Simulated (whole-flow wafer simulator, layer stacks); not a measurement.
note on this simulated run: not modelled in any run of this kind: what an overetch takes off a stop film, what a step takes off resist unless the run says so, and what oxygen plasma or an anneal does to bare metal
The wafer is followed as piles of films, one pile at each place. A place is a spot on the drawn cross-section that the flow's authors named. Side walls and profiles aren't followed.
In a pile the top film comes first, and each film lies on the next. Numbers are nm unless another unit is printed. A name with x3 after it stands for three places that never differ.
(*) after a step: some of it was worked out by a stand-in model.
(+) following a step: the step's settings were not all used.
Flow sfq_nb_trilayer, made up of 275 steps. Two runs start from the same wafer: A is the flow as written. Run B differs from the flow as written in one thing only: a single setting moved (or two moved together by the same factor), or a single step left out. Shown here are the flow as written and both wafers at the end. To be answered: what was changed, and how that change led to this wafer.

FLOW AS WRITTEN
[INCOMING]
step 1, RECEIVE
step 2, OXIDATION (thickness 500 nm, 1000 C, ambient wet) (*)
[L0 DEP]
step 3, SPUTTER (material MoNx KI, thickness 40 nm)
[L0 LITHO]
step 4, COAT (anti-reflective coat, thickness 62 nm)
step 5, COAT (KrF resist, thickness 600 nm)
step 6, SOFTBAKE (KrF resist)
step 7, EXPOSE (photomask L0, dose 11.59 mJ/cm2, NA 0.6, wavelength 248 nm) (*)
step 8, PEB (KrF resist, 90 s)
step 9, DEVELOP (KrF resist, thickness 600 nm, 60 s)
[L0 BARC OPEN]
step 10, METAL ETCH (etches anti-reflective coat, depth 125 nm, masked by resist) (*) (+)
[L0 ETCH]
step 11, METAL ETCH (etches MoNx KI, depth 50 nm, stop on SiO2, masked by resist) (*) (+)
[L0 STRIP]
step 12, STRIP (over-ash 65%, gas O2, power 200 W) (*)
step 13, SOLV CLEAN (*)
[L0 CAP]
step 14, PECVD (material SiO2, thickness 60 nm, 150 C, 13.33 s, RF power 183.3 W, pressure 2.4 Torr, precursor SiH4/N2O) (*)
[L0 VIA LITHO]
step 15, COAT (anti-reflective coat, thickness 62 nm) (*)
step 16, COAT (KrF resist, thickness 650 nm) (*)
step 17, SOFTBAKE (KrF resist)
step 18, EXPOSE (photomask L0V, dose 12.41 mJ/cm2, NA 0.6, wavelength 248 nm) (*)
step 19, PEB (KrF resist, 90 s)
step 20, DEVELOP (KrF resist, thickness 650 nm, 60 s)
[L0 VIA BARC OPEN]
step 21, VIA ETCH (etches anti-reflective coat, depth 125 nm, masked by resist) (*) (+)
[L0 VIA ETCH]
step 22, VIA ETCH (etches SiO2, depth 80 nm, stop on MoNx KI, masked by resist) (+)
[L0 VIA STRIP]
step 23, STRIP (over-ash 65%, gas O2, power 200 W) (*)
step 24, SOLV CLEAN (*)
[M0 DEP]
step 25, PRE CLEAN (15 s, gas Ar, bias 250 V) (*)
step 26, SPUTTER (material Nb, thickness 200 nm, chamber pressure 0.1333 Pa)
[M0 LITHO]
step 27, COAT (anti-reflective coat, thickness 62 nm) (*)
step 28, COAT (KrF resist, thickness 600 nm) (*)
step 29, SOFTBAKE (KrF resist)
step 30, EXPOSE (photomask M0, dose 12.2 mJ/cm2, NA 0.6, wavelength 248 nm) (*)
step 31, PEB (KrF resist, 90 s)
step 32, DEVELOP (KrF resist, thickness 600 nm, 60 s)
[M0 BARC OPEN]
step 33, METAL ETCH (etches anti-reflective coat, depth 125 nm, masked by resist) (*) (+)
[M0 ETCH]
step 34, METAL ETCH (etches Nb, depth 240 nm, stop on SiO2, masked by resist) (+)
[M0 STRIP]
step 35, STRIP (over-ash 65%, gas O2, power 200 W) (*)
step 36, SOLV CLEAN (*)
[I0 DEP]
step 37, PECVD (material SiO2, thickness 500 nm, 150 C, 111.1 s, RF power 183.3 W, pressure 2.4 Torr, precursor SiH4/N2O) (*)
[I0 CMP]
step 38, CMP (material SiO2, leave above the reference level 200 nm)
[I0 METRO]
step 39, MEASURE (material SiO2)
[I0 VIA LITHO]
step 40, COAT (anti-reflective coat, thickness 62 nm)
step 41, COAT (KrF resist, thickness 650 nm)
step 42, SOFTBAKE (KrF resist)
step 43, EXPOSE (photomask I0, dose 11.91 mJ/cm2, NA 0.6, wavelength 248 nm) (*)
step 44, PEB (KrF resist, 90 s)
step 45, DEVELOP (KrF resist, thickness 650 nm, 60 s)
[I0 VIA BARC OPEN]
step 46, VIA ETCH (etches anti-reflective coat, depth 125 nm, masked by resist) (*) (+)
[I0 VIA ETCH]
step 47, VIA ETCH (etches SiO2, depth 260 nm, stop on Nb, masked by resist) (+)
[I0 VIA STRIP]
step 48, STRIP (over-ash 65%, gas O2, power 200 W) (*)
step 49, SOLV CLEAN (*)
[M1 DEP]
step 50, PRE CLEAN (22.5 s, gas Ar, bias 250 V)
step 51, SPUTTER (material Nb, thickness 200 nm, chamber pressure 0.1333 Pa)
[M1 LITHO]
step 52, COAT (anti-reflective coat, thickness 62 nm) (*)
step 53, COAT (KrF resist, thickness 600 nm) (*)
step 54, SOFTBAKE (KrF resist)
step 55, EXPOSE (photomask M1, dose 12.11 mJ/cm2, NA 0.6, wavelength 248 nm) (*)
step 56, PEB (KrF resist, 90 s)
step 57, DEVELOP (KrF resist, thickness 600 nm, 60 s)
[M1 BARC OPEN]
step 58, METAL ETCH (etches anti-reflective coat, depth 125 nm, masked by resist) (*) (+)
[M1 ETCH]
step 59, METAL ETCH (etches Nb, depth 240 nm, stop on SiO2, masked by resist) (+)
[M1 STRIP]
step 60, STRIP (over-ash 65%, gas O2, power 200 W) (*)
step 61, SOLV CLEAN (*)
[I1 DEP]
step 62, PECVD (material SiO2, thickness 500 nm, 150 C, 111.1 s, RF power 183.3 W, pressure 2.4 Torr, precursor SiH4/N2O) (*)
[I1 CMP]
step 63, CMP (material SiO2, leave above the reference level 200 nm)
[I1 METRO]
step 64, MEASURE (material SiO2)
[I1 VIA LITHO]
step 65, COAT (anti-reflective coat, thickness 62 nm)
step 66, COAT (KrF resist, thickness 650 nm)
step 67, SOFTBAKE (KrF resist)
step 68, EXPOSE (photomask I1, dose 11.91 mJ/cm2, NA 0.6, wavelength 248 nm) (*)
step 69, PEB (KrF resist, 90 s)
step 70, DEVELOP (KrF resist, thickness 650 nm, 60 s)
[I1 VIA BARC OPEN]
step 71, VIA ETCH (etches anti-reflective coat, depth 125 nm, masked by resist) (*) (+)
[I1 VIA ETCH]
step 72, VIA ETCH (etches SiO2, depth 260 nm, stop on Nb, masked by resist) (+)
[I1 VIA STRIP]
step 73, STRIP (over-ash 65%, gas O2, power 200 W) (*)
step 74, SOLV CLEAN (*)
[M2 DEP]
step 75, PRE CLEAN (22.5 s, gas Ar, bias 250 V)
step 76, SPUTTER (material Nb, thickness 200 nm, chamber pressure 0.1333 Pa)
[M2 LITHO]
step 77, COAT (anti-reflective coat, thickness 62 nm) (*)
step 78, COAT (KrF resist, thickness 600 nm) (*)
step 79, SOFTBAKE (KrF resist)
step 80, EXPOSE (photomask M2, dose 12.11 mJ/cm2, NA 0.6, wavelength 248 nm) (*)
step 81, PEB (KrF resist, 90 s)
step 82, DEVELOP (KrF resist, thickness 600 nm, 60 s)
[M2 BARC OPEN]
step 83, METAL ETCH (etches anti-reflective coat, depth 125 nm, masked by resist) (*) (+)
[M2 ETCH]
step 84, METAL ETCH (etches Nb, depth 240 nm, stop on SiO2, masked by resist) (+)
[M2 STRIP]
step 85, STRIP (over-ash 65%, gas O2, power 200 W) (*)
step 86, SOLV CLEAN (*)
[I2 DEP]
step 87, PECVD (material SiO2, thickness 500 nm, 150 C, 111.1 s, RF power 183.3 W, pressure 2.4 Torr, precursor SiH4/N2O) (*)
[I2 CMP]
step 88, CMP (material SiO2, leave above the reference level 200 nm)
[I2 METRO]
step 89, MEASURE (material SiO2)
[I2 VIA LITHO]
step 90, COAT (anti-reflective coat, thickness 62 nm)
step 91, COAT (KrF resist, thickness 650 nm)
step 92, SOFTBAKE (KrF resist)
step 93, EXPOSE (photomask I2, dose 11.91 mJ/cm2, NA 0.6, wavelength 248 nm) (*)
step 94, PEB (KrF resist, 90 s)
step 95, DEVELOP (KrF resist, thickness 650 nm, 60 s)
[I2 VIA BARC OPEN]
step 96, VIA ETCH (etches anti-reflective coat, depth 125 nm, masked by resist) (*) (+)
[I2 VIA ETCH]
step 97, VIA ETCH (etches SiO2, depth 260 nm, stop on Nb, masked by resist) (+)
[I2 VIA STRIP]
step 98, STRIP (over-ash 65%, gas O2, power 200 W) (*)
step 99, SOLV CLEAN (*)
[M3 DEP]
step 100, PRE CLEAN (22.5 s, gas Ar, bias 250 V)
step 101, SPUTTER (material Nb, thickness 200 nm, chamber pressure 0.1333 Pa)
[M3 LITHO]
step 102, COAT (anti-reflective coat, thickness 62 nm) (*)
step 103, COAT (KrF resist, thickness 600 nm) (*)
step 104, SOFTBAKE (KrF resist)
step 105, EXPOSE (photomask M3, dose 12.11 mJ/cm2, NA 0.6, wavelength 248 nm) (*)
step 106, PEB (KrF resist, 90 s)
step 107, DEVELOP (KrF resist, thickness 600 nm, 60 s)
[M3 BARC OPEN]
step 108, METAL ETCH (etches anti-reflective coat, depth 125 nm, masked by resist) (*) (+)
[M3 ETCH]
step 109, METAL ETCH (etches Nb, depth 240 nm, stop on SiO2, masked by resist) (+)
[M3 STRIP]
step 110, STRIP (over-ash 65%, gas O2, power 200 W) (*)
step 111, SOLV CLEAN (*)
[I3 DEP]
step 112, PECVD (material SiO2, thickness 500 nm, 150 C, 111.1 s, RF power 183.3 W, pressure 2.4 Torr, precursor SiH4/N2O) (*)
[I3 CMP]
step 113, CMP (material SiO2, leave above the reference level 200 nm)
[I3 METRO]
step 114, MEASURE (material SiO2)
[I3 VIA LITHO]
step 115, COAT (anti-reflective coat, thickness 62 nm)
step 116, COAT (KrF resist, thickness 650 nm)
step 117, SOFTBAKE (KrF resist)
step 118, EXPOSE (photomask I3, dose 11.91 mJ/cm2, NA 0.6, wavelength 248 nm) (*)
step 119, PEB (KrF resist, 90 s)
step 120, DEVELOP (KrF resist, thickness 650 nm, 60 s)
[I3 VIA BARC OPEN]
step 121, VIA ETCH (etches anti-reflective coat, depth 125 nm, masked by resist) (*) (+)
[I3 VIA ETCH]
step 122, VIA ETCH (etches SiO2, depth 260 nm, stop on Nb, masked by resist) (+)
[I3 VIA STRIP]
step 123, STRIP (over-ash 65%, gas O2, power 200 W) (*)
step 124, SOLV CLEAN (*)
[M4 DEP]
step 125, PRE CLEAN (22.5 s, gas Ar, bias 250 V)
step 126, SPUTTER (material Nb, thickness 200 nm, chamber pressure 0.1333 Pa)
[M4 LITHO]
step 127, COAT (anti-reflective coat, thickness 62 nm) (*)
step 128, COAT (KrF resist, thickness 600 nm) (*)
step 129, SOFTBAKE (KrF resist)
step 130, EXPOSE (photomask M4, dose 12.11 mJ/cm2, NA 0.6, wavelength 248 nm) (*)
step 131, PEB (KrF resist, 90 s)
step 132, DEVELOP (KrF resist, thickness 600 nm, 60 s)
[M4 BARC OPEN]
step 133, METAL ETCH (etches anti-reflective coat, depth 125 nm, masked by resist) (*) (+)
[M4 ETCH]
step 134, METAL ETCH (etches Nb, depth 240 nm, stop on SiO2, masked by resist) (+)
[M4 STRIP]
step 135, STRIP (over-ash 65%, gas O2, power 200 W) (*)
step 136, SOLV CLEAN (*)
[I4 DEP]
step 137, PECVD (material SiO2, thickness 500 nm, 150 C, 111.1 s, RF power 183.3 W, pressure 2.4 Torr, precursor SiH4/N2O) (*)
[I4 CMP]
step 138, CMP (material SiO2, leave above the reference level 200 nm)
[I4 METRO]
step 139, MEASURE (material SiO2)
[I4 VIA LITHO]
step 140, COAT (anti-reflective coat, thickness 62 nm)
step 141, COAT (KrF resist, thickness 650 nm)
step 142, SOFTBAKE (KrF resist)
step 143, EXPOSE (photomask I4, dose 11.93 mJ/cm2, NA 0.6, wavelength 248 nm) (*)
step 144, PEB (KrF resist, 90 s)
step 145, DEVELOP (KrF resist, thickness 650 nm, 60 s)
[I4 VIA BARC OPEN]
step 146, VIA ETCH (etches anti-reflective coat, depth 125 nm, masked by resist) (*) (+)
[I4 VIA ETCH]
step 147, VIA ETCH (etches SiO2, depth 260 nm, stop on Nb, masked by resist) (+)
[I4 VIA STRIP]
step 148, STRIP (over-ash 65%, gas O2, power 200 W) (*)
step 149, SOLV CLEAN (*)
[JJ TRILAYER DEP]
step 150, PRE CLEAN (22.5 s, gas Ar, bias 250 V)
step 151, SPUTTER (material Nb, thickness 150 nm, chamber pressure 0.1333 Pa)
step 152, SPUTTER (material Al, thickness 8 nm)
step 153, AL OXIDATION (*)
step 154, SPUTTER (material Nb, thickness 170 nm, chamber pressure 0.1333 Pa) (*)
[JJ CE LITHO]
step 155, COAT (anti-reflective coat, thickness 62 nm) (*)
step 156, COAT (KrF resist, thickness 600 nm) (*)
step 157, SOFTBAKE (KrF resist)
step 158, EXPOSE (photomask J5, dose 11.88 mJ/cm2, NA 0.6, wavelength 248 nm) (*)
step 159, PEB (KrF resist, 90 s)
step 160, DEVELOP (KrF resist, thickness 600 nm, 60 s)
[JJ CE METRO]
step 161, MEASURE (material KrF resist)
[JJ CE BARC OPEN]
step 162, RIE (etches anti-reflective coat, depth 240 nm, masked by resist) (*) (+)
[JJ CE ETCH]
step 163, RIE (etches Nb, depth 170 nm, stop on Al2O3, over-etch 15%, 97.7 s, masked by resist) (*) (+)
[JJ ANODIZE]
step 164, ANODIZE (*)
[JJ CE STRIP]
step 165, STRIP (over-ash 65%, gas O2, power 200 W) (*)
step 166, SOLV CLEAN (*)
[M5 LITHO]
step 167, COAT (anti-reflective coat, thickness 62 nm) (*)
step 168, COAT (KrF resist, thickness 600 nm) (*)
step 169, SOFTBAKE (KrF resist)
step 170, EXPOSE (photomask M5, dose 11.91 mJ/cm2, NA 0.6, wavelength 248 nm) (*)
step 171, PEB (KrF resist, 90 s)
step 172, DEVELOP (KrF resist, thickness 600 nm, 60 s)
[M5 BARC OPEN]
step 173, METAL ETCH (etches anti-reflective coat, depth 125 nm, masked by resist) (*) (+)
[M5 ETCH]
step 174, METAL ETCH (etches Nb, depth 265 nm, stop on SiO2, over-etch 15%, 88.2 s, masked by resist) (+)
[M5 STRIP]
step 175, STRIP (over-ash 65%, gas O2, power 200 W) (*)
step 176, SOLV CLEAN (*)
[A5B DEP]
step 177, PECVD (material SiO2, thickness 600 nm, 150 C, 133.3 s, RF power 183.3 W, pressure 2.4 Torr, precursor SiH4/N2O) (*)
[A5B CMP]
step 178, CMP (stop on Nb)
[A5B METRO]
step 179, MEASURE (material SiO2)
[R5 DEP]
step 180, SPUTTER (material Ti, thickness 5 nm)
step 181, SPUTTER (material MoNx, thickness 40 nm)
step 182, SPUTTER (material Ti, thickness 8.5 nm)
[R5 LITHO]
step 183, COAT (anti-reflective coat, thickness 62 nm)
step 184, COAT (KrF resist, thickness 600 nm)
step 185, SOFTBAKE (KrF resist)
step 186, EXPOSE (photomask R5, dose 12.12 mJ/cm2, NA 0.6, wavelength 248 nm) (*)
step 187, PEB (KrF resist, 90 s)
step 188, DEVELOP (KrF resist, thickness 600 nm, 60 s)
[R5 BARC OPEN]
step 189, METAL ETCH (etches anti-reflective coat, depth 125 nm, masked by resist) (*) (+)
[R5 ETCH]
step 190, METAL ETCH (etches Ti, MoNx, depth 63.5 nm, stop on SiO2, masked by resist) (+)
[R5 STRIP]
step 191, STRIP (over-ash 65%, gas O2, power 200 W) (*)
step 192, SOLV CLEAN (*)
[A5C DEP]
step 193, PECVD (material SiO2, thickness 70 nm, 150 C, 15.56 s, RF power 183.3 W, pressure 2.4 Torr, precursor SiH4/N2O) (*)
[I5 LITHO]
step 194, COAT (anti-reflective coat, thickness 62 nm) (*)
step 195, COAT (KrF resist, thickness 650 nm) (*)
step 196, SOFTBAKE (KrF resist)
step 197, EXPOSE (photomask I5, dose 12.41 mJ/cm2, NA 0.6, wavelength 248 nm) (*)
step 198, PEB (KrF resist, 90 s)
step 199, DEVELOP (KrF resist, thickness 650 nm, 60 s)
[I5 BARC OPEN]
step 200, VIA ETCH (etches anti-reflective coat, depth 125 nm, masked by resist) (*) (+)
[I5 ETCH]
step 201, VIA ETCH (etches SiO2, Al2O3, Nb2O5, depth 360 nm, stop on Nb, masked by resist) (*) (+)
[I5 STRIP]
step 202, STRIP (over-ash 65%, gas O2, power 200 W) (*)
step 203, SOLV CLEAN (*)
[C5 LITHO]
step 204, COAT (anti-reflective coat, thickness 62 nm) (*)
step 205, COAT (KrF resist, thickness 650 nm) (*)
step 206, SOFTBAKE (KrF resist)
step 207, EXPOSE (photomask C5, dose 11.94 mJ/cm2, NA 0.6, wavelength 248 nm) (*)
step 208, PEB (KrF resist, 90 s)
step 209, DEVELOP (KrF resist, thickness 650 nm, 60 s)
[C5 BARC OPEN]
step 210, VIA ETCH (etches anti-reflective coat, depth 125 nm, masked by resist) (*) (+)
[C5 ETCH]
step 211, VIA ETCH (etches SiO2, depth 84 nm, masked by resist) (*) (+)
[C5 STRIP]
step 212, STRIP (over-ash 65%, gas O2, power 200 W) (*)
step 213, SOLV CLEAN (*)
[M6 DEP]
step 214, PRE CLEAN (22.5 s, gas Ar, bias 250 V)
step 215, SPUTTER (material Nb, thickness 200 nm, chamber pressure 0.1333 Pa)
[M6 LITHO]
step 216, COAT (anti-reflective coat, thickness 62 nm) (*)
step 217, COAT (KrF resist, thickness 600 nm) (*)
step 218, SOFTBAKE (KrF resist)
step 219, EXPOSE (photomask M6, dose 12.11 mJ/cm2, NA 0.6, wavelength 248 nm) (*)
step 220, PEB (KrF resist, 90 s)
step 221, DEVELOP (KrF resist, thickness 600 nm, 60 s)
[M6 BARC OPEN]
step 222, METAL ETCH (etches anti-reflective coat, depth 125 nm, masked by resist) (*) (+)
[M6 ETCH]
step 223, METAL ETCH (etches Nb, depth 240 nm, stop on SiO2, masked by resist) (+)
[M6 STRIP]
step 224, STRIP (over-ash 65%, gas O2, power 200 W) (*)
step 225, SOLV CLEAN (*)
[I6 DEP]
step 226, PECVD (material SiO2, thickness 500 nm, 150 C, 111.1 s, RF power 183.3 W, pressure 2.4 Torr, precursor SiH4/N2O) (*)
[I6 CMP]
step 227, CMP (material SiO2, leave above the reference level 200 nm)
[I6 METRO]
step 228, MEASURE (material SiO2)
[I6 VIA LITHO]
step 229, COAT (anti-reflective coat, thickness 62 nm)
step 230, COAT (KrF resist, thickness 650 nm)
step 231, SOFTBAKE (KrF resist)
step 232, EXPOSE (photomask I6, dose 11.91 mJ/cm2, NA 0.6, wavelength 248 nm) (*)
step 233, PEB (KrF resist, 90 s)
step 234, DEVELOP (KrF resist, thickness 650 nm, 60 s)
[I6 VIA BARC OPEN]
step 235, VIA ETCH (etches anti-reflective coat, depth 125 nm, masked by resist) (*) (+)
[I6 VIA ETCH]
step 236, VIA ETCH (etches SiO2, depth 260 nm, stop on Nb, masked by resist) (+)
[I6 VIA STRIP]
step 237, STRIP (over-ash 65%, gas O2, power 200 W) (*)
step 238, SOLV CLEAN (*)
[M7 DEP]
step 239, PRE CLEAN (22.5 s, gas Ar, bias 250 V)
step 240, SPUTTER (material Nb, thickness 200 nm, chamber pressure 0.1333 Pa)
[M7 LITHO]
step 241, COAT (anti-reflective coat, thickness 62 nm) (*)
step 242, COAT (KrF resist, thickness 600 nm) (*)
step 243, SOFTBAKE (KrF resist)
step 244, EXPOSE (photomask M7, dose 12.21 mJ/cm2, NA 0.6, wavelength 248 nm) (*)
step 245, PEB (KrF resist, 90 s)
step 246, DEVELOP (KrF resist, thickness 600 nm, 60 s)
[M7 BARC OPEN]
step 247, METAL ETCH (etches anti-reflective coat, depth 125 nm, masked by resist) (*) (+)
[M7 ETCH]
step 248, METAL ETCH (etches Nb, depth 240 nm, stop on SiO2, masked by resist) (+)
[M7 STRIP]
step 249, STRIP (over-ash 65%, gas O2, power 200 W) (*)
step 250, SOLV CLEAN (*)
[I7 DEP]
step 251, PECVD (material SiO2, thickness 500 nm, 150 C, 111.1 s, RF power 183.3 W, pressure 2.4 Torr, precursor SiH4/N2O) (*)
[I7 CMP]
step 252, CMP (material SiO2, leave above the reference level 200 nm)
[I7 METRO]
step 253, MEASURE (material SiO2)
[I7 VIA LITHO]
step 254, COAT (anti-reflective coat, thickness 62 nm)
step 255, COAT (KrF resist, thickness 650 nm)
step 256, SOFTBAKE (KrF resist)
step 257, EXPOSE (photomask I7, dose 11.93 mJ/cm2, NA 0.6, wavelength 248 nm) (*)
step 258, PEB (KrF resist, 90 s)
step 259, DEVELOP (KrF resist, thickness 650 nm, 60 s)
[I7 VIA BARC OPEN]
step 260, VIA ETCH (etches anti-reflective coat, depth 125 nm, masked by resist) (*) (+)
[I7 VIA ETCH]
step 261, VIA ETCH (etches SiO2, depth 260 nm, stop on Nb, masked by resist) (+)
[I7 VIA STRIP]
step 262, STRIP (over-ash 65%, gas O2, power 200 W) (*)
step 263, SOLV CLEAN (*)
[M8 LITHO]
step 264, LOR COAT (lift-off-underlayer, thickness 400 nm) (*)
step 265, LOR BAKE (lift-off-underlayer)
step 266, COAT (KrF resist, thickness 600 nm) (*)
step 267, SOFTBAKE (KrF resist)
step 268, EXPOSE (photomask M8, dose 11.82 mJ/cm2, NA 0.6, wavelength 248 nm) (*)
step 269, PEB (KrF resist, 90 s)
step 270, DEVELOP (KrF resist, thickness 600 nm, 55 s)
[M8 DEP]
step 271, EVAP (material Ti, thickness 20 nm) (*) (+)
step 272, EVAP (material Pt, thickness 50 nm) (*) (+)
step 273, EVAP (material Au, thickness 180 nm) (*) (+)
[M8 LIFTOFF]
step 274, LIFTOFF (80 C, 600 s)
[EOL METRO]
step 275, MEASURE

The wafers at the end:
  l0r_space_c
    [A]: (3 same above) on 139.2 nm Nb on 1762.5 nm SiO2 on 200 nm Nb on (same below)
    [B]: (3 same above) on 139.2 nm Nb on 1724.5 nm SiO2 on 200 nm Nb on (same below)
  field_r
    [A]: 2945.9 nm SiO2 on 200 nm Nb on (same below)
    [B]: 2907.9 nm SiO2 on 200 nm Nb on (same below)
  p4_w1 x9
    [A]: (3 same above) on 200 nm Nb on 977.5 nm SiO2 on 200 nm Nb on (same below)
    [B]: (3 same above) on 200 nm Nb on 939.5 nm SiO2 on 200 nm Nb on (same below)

What caused this: step 76, SPUTTER: thickness 162 nm was run, whereas the flow has thickness 200 nm.

Step by step, how the change led to this:
  step 76, SPUTTER (material Nb, thickness 200 nm, chamber pressure 0.1333 Pa)
      field_l, v_sur, via_wl and 102 more: A Nb gains 200 (new film) | B Nb gains 162 (new film)
      via_v: A Nb gains 174.5 | B Nb gains 141.9
  step 84, METAL ETCH (etches Nb, depth 240 nm, stop on SiO2, masked by resist) (+)
      field_l, be, be_sur and 81 more: A Nb loses 200 (all of it) | B Nb loses 162 (all of it)
  step 88, CMP (material SiO2, leave above the reference level 200 nm)
      field_l, be, be_sur and 81 more: A SiO2 loses 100 | B SiO2 loses 138
      via_v: A SiO2 loses 181.6 | B SiO2 loses 177.9
